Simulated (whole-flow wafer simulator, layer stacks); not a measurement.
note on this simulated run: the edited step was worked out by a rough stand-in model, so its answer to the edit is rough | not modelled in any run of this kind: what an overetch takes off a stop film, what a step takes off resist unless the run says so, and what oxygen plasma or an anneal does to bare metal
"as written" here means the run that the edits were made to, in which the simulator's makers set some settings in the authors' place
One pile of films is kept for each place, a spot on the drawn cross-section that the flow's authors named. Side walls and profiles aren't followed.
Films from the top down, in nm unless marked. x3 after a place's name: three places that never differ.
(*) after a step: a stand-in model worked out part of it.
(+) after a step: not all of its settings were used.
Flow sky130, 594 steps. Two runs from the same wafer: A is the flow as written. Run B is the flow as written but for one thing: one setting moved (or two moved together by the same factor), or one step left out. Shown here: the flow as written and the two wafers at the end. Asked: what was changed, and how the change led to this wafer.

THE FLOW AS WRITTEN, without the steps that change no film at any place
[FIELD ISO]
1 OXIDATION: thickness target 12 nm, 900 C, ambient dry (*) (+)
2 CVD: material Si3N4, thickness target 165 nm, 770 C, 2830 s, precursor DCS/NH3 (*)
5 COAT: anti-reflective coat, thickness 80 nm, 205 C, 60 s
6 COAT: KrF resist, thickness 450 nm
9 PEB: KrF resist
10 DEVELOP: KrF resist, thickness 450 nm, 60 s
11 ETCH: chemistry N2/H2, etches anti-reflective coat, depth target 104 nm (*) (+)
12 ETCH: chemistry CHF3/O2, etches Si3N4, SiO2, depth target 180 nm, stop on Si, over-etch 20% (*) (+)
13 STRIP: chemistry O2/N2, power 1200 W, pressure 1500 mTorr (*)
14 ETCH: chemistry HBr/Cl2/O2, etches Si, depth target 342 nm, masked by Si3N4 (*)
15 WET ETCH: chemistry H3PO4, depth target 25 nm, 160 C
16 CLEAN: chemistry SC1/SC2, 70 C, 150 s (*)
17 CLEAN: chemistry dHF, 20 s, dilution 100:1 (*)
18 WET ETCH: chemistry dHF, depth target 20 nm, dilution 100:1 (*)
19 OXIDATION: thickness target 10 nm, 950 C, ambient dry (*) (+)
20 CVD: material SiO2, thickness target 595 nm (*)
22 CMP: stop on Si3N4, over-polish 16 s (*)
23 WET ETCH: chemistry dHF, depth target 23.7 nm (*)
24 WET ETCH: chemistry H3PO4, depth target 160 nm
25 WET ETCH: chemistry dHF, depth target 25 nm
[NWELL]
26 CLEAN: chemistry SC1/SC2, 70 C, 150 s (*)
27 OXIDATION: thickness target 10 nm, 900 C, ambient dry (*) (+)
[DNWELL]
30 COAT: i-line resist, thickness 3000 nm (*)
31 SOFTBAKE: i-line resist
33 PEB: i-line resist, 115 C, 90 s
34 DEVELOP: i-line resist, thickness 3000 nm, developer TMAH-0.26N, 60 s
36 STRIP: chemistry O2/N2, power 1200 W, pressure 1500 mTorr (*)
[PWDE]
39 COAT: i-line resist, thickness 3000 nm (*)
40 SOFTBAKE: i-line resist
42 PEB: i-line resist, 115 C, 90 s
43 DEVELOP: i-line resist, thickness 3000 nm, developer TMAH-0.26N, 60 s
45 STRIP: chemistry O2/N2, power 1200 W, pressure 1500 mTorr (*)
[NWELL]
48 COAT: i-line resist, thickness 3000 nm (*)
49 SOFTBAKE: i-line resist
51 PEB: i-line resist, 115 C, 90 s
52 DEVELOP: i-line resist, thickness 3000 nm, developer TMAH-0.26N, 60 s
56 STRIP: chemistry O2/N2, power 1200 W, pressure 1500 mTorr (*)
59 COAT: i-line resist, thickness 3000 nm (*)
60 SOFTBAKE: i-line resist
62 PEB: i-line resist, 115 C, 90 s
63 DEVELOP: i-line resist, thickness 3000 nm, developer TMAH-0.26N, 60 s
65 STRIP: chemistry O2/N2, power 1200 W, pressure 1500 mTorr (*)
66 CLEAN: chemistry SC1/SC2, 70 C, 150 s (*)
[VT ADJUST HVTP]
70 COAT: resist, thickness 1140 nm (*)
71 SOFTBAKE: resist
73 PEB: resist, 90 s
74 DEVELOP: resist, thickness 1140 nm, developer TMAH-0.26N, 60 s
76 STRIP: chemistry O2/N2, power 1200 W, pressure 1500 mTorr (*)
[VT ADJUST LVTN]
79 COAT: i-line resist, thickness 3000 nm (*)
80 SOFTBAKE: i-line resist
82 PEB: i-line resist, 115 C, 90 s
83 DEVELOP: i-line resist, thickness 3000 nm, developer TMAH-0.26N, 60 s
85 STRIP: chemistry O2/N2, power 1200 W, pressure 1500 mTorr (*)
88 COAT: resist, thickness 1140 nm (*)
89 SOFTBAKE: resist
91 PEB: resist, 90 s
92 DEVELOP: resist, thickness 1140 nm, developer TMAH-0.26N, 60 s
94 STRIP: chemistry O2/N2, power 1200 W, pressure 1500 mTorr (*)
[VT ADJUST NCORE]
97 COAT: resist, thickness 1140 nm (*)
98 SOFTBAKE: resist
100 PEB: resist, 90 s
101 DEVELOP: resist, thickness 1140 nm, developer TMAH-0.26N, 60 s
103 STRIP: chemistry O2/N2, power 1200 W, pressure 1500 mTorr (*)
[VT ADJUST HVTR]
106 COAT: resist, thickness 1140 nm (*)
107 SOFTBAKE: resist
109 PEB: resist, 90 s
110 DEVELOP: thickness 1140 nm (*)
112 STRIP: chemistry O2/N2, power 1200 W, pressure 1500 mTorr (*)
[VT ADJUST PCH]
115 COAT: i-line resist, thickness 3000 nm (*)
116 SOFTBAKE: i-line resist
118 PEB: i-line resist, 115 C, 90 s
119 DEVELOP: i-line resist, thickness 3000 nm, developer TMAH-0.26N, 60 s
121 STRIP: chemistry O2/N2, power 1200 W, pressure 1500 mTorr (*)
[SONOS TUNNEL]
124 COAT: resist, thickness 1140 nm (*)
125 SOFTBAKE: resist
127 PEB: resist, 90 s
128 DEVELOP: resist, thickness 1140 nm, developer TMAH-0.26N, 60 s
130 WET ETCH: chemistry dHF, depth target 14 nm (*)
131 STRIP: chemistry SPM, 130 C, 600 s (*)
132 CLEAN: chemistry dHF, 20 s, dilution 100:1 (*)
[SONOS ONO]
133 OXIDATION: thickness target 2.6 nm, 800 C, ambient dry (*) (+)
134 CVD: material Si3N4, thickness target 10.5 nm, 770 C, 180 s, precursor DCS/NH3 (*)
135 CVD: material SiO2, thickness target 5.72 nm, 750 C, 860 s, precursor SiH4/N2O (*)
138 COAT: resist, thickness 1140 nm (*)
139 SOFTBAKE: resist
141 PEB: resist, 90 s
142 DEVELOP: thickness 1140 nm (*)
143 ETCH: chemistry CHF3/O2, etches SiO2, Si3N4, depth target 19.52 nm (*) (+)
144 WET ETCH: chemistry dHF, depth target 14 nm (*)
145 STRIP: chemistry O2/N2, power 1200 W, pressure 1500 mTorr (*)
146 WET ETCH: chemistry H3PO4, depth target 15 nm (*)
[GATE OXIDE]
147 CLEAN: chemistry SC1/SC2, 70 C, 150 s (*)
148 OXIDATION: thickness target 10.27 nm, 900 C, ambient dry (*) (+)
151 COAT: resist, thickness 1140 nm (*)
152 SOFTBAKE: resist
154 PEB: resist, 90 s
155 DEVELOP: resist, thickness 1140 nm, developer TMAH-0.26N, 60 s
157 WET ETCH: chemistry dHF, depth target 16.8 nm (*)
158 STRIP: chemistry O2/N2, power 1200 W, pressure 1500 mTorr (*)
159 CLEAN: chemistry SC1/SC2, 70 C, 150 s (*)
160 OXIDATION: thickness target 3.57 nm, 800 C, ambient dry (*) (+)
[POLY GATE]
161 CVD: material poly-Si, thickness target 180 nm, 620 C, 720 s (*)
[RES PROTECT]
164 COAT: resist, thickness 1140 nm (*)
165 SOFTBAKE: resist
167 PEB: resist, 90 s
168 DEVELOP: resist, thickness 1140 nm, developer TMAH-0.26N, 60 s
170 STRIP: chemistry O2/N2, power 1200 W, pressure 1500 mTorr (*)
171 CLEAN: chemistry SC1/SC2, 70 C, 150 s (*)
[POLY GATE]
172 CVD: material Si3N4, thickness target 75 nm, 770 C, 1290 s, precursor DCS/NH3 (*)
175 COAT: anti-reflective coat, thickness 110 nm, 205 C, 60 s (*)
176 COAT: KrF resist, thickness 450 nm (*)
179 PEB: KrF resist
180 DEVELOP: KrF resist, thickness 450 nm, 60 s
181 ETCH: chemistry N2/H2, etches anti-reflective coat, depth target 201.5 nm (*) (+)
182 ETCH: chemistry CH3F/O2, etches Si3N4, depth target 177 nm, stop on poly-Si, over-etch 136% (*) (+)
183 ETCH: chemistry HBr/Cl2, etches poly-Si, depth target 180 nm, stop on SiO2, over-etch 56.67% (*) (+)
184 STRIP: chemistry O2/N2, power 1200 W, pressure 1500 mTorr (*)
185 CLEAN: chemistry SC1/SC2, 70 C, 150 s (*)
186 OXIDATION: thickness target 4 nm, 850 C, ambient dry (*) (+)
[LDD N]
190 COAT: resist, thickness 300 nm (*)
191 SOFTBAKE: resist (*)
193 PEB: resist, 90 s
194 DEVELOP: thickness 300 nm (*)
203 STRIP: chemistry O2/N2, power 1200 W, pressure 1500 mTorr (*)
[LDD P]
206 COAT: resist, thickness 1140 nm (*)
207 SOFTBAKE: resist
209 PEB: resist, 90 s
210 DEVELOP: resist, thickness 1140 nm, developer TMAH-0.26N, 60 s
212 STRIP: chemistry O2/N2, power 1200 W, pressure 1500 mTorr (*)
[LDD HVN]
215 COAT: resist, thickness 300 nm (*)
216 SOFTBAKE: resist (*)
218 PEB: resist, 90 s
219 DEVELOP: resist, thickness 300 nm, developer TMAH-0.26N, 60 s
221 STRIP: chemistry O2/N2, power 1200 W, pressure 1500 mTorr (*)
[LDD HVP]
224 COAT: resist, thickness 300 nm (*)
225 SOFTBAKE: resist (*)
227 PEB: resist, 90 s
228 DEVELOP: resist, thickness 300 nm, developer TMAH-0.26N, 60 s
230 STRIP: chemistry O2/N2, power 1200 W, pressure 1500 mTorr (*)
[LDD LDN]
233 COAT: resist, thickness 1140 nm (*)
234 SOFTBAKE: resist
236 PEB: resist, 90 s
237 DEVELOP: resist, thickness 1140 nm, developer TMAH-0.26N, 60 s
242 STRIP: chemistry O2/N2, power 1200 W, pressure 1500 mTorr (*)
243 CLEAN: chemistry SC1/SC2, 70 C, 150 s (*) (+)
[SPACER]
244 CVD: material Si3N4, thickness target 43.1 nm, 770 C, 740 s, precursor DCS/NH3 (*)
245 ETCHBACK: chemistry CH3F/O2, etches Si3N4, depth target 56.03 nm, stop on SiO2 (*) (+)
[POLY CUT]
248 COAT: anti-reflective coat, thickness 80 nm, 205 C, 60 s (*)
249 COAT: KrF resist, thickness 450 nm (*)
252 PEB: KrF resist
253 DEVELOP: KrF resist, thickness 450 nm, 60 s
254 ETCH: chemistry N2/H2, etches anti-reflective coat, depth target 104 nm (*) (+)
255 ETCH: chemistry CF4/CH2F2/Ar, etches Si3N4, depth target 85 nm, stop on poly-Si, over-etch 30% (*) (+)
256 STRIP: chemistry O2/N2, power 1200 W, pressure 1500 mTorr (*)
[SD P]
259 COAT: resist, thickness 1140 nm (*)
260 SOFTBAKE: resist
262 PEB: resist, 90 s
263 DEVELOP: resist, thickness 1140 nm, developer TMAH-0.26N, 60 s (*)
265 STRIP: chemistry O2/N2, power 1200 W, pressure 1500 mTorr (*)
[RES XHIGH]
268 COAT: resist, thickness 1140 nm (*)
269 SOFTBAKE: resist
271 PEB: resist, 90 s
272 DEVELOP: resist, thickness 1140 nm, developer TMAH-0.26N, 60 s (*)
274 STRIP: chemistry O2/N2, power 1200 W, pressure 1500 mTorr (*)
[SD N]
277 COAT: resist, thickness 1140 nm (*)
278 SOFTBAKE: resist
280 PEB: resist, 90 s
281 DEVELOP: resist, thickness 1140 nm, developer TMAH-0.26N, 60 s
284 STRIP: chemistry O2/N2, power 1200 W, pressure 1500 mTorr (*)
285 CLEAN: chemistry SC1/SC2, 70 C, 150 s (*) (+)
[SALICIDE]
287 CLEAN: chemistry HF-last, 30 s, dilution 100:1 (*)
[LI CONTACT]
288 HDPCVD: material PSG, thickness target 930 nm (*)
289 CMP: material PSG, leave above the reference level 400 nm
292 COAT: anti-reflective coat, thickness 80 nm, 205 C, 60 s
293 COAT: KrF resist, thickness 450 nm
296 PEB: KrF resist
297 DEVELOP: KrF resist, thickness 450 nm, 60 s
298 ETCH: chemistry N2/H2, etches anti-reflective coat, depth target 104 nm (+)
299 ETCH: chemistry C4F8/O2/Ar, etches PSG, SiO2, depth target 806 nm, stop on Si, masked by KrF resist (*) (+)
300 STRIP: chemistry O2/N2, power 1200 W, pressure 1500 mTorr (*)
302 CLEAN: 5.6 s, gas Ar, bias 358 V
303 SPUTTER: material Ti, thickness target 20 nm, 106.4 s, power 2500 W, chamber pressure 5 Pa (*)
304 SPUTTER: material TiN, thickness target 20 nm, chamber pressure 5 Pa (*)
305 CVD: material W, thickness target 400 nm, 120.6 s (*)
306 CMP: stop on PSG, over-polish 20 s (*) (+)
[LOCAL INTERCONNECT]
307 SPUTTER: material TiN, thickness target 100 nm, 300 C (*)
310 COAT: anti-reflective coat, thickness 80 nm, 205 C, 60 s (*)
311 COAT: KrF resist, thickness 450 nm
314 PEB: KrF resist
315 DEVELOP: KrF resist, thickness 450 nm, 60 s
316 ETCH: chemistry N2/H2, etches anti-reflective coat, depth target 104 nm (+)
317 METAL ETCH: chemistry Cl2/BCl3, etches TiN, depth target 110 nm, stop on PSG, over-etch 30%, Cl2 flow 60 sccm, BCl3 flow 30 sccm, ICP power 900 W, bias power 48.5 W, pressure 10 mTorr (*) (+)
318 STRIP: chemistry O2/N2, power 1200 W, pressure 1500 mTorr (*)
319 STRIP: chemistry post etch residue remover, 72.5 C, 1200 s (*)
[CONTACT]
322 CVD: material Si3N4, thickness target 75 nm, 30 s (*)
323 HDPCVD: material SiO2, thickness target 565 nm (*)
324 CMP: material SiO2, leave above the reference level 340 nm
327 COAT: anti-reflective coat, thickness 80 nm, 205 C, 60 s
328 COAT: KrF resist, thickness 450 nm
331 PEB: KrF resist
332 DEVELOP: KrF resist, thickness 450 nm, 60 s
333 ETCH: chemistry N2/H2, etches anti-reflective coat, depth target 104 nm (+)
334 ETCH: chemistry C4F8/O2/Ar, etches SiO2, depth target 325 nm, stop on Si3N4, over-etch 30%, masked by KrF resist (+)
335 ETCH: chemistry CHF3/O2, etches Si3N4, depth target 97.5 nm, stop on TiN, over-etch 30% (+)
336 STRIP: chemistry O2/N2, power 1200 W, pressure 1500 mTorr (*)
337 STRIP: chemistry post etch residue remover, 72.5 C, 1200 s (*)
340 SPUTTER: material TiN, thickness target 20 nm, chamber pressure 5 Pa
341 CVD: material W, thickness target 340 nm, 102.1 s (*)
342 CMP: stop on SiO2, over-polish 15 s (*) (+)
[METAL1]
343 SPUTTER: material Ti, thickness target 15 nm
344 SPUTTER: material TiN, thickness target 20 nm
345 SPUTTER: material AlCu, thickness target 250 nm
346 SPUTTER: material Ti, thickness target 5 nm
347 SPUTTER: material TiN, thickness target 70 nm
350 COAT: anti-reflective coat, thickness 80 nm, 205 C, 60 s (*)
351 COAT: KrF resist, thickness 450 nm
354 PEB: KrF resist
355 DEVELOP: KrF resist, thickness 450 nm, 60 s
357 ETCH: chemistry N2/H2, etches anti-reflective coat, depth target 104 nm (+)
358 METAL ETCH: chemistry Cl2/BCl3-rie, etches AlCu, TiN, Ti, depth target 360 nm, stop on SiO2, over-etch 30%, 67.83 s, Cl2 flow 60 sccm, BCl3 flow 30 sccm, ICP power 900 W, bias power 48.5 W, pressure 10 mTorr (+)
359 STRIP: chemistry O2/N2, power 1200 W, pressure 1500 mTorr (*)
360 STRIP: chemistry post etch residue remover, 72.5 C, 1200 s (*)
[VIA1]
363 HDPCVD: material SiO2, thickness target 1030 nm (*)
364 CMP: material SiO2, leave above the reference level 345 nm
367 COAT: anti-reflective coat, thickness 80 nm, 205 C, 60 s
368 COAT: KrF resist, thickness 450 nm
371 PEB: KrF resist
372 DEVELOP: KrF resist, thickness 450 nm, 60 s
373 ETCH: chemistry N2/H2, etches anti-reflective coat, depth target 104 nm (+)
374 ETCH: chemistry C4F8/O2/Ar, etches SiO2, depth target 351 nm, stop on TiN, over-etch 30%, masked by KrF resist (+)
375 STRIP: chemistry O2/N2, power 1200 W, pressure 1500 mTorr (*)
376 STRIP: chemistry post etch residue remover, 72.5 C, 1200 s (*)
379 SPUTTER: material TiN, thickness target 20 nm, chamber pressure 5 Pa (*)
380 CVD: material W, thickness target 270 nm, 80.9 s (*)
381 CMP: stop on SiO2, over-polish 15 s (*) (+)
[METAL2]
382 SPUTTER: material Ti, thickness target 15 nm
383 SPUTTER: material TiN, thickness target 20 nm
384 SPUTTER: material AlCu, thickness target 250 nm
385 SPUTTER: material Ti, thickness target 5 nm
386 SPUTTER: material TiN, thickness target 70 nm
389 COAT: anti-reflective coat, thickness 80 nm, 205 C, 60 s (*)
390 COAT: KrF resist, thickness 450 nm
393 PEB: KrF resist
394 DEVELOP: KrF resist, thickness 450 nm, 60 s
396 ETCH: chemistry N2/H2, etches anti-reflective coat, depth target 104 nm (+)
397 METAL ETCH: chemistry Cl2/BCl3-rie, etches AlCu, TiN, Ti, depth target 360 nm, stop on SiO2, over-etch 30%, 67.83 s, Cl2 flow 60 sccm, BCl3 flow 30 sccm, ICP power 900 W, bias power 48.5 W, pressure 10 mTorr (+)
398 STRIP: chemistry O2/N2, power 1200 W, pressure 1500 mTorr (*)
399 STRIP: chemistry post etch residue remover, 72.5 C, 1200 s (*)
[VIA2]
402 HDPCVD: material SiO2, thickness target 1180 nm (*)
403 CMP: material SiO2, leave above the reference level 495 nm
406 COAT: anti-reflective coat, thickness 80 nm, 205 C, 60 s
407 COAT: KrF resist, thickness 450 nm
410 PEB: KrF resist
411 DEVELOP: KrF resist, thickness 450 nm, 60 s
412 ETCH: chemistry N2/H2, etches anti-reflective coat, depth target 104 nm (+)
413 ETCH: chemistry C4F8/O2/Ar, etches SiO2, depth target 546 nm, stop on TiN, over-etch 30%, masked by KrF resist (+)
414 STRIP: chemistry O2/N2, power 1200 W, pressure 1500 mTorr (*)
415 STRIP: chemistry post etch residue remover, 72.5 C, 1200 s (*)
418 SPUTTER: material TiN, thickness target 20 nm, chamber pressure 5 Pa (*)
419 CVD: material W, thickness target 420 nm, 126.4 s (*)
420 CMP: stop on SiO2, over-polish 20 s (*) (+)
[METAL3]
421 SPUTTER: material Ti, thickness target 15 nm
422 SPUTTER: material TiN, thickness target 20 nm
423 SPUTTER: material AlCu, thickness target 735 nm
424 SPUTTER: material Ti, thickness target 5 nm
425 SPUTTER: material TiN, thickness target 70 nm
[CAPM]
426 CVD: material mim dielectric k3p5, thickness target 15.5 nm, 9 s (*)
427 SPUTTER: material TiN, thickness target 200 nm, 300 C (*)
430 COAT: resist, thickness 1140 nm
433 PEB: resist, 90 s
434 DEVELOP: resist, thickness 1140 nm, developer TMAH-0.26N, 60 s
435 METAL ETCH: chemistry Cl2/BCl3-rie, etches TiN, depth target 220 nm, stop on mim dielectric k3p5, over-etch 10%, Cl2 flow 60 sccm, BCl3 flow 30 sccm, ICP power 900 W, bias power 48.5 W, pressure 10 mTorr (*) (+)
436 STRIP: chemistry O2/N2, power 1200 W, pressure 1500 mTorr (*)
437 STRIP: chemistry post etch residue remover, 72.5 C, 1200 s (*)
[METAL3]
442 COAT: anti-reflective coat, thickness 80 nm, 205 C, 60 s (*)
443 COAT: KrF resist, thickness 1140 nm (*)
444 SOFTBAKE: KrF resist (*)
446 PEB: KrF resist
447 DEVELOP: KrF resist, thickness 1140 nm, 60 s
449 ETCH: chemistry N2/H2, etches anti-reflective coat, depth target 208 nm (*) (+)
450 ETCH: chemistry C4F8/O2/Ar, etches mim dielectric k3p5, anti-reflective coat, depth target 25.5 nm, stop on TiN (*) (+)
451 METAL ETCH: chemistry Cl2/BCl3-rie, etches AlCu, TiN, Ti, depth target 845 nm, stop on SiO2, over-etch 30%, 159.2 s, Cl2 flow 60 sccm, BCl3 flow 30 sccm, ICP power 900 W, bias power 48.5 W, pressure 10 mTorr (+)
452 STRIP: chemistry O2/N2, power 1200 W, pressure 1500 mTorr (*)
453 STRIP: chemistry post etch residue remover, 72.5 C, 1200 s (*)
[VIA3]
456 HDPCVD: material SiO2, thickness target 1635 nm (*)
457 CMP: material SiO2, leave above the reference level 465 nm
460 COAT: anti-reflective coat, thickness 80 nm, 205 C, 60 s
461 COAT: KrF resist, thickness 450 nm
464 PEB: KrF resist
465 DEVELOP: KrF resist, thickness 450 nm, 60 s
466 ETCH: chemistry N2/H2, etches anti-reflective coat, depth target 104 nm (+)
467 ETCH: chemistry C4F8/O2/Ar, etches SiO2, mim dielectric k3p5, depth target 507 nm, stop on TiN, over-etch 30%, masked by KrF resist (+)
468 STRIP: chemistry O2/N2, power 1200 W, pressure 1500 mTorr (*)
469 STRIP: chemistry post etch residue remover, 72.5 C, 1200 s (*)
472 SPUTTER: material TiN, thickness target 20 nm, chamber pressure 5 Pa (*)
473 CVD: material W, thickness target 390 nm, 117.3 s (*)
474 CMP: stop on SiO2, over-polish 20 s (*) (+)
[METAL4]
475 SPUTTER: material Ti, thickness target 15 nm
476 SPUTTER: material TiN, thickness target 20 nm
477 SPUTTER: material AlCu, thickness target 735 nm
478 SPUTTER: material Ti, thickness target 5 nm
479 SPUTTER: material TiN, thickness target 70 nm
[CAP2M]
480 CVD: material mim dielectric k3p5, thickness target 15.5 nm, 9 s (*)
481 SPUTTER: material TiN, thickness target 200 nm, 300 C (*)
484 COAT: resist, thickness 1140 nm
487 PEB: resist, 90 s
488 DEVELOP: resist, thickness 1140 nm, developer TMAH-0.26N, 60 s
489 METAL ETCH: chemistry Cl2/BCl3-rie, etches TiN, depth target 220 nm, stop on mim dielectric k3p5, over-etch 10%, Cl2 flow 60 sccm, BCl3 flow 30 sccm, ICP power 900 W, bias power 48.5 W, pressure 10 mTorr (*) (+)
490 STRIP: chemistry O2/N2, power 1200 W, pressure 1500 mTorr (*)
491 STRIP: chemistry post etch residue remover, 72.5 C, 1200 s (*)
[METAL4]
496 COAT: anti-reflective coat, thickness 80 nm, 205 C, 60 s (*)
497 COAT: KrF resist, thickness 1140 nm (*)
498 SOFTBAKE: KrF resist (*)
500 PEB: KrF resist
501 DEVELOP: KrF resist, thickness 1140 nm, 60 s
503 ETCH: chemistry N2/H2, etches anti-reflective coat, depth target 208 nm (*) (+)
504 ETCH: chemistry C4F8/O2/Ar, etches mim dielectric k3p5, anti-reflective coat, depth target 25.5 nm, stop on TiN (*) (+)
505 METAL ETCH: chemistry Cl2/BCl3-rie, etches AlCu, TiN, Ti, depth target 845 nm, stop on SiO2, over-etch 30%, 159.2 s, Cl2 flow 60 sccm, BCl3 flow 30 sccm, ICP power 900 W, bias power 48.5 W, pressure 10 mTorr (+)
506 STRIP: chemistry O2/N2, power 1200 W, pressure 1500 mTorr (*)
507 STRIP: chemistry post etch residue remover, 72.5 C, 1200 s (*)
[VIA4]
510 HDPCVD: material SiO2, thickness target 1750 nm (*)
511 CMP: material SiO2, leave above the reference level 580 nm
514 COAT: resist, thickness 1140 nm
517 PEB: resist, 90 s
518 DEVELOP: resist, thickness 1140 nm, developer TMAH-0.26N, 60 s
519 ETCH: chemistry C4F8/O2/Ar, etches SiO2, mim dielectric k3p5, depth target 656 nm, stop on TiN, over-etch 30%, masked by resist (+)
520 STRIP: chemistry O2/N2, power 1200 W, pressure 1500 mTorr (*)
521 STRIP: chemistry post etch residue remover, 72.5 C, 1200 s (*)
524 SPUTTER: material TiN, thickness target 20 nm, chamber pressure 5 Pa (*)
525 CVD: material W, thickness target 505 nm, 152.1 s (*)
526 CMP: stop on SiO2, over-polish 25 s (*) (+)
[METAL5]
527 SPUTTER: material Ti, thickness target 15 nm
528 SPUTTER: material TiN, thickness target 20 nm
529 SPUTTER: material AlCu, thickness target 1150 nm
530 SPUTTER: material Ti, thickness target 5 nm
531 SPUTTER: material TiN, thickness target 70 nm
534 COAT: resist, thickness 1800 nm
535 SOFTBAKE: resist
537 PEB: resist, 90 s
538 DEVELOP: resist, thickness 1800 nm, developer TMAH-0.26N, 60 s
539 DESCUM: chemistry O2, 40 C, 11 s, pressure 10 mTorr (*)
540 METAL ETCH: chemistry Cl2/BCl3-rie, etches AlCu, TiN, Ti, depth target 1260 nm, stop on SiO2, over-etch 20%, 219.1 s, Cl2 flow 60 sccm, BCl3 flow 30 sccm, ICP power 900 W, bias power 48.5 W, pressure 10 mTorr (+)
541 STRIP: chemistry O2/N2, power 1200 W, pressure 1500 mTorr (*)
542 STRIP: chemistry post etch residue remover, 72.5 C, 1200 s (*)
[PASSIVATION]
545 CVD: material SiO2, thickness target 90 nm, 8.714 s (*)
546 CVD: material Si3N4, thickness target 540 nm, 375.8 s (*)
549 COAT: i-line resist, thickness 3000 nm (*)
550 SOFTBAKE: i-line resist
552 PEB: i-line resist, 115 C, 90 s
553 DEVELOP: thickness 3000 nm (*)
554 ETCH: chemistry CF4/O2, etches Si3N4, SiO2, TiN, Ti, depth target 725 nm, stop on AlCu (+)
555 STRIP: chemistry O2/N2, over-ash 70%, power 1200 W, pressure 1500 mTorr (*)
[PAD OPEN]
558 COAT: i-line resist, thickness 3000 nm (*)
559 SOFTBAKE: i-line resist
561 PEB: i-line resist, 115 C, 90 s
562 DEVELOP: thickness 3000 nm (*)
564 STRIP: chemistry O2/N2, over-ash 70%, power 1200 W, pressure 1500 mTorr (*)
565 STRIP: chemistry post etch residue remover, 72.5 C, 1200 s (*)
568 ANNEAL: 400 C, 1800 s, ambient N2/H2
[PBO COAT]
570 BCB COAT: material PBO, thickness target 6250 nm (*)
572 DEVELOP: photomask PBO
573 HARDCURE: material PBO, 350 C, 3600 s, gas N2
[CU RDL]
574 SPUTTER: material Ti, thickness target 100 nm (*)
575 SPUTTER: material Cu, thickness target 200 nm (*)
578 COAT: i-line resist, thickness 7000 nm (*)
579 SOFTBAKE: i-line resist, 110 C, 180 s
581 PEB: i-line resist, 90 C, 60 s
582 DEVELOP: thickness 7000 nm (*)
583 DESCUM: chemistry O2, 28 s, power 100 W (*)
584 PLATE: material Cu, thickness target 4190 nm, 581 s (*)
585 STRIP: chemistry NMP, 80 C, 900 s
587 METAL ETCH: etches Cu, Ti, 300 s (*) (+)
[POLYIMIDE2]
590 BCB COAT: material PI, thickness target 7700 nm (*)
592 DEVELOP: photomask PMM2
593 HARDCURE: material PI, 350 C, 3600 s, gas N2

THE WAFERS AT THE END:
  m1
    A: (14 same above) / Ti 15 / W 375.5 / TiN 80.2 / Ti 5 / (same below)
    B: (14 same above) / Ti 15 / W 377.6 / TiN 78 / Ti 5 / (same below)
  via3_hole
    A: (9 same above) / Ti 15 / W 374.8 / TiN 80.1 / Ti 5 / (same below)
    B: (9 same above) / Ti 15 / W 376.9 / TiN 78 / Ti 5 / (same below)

The cause: step 472, SPUTTER: thickness target 16 nm was run, where the flow has thickness target 20 nm.

How the change led to this, step by step:
  472 SPUTTER: material TiN, thickness target 20 nm, chamber pressure 5 Pa (*)
      field, active, n_well and 187 more: A TiN +20 (new film) | B TiN +16 (new film)
      m1: A TiN +10.6 | B TiN +8.47
      (and at 1 more place)
  474 CMP: stop on SiO2, over-polish 20 s (*) (+)
      field, active, n_well and 187 more: A W -390 (all of it), TiN -20 (all of it), SiO2 -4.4 | B W -390 (all of it), TiN -16 (all of it), SiO2 -4.4
